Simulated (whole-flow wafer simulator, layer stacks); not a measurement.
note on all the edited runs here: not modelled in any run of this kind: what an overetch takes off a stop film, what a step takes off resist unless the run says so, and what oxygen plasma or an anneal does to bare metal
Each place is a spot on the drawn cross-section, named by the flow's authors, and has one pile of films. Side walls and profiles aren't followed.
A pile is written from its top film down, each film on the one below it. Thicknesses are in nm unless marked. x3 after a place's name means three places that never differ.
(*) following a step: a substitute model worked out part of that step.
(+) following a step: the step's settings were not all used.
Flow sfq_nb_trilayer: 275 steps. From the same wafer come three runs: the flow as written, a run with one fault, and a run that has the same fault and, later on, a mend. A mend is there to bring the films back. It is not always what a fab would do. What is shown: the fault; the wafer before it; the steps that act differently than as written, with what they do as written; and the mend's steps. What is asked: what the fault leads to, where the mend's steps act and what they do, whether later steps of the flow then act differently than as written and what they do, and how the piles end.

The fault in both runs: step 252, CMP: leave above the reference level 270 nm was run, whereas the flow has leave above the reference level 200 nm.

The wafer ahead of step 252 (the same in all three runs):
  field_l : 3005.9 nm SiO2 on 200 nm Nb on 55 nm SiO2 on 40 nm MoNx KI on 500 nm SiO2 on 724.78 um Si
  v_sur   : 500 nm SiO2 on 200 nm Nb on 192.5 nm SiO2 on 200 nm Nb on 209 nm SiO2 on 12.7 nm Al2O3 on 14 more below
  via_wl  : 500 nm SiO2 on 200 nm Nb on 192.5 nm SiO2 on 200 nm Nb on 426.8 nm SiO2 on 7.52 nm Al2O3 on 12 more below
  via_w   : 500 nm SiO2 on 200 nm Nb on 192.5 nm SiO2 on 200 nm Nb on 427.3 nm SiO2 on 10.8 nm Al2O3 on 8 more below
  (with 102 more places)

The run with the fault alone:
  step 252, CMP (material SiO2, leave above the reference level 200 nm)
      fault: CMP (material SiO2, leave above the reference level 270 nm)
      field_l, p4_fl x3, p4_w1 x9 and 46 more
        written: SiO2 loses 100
        fault: SiO2 loses 30
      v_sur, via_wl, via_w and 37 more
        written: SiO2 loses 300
        fault: SiO2 loses 230
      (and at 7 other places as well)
  Steps later in the flow that act otherwise than as written (4 more steps, not shown, differ only slightly: by at most 2% or 0.5 nm, whichever is larger):
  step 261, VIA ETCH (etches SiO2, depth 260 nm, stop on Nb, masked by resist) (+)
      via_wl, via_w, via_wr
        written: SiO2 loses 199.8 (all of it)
        fault: SiO2 loses 260
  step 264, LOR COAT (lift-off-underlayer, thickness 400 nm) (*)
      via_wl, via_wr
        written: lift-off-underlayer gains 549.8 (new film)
        fault: lift-off-underlayer gains 594.8 (new film)
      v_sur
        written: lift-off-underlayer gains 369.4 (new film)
        fault: lift-off-underlayer gains 360.2 (new film)
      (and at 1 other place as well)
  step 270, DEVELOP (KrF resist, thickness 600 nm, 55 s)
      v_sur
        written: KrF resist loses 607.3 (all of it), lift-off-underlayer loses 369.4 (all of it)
        fault: KrF resist loses 609.9 (all of it), lift-off-underlayer loses 360.2 (all of it)
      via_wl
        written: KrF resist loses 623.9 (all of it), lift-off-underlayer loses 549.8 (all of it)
        fault: KrF resist loses 631.4 (all of it), lift-off-underlayer loses 594.8 (all of it)
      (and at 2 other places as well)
  The piles end different from the flow's at field_l, v_sur, via_wl and 103 more by more than 2% or 0.5 nm, whichever is larger.
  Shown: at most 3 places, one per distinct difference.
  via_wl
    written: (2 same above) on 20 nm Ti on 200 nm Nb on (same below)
    fault: (2 same above) on 20 nm Ti on 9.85 nm SiO2 on 200 nm Nb on (same below)
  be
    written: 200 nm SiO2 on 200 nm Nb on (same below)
    fault: 270 nm SiO2 on 200 nm Nb on (same below)
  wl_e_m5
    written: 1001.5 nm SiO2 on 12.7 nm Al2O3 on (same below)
    fault: 1071.5 nm SiO2 on 12.7 nm Al2O3 on (same below)

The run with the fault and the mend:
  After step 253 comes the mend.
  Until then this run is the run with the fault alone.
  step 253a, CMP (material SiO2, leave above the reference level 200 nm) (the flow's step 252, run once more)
      field_l, v_sur, via_wl and 103 more
        SiO2 loses 70
  None of the later steps of the flow acts differently than as written at any place that is followed.
  At every place that both follow, the piles at the end match the flow's.
